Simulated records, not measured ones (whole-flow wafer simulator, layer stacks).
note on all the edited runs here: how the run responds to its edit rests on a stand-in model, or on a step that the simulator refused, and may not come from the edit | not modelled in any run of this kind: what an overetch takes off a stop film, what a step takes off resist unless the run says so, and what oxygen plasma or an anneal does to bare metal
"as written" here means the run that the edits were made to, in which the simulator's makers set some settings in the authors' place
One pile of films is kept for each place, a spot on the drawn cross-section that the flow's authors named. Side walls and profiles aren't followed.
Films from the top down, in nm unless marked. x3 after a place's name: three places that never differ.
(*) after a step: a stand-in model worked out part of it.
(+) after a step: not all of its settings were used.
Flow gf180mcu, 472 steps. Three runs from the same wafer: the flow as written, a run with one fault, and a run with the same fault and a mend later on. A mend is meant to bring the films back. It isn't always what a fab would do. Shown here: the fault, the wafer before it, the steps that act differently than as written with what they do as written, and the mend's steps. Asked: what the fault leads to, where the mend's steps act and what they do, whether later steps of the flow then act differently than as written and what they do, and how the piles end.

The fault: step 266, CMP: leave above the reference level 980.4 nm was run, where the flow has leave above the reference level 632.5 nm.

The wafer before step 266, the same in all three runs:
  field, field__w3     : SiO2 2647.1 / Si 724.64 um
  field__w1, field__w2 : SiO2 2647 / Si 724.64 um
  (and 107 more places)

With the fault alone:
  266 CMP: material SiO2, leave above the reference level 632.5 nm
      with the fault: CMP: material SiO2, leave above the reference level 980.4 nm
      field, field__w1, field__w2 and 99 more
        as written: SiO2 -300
        with the fault: nothing
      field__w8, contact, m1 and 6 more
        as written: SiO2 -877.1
        with the fault: SiO2 -529.2
  Later steps of the flow that act differently than as written (6 more steps differ only slightly, by at most 2% or 0.5 nm, whichever is larger, and aren't shown):
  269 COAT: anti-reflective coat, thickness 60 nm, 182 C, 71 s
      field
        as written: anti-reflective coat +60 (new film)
        with the fault: anti-reflective coat +79.1 (new film)
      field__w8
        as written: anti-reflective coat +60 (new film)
        with the fault: anti-reflective coat +33.4 (new film)
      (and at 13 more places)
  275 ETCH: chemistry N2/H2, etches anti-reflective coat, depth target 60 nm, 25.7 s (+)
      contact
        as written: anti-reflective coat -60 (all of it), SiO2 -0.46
        with the fault: anti-reflective coat -35.5 (all of it), SiO2 -1.09
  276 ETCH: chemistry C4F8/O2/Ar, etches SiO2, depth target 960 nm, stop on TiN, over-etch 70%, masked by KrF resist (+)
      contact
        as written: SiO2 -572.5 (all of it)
        with the fault: SiO2 -919.7 (all of it)
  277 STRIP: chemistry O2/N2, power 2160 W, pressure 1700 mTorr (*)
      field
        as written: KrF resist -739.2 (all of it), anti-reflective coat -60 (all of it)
        with the fault: KrF resist -729.9 (all of it), anti-reflective coat -79.1 (all of it)
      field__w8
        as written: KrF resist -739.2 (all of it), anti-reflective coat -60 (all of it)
        with the fault: KrF resist -734.4 (all of it), anti-reflective coat -33.4 (all of it)
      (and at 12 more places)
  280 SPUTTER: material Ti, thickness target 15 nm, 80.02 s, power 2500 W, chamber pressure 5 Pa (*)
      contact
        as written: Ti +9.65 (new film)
        with the fault: Ti +8.11 (new film)
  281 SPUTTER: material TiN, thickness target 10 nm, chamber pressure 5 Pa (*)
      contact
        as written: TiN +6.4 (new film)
        with the fault: TiN +5.38 (new film)
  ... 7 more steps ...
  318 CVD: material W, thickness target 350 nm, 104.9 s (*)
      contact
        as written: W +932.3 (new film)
        with the fault: W +978.5 (new film)
  At the end the piles differ from the flow's by more than 2% or 0.5 nm, whichever is larger, at field, field__w1, field__w2 and 109 more.
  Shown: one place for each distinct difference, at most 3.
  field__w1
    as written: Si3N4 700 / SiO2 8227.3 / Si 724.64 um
    with the fault: Si3N4 700 / SiO2 8573.3 / Si 724.64 um
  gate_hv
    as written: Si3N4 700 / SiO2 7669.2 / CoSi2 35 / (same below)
    with the fault: Si3N4 700 / SiO2 8015.2 / CoSi2 35 / (same below)
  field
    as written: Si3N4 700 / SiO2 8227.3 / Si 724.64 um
    with the fault: Si3N4 700 / SiO2 8573.4 / Si 724.64 um

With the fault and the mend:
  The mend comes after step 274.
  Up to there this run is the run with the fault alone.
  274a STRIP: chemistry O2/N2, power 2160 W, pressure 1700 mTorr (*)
      iso_ptap_pw, iso_ntap_nw, iso_nw_fld and 33 more
        KrF resist -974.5 (all of it), anti-reflective coat -60 (all of it)
      field_sub, field_sub__w1, field_sub__w2 and 14 more
        KrF resist -974.9 (all of it), anti-reflective coat -60.1 (all of it)
      field__w6, field__w7, field__w11 and 6 more
        KrF resist -975 (all of it), anti-reflective coat -60.1 (all of it)
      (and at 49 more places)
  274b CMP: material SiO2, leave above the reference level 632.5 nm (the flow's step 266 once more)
      field, field__w1, field__w2 and 99 more
        SiO2 -300
      field__w8, contact, m1 and 6 more
        SiO2 -347.9
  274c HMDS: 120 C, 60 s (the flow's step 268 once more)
      changes no film at any place that is followed
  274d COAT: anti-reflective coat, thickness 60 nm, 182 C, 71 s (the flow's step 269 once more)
      field, field__w1, field__w2 and 108 more
        anti-reflective coat +60 (new film)
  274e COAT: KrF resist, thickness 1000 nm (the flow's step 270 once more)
      field, field__w1, field__w2 and 108 more
        KrF resist +1000 (new film)
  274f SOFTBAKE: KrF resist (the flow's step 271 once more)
      changes no film at any place that is followed
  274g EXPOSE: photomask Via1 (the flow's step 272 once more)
      changes no film at any place that is followed
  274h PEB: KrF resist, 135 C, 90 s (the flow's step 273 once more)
      field, field__w1, field__w2 and 108 more
        KrF resist -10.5
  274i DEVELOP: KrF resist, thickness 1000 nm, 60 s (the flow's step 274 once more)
      field, field__w1, field__w2 and 107 more
        KrF resist -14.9
      contact
        KrF resist -989.5 (all of it)
  No later step of the flow acts differently than as written at any place that is followed.
  At the end the piles are the same as the flow's at every place that both follow.
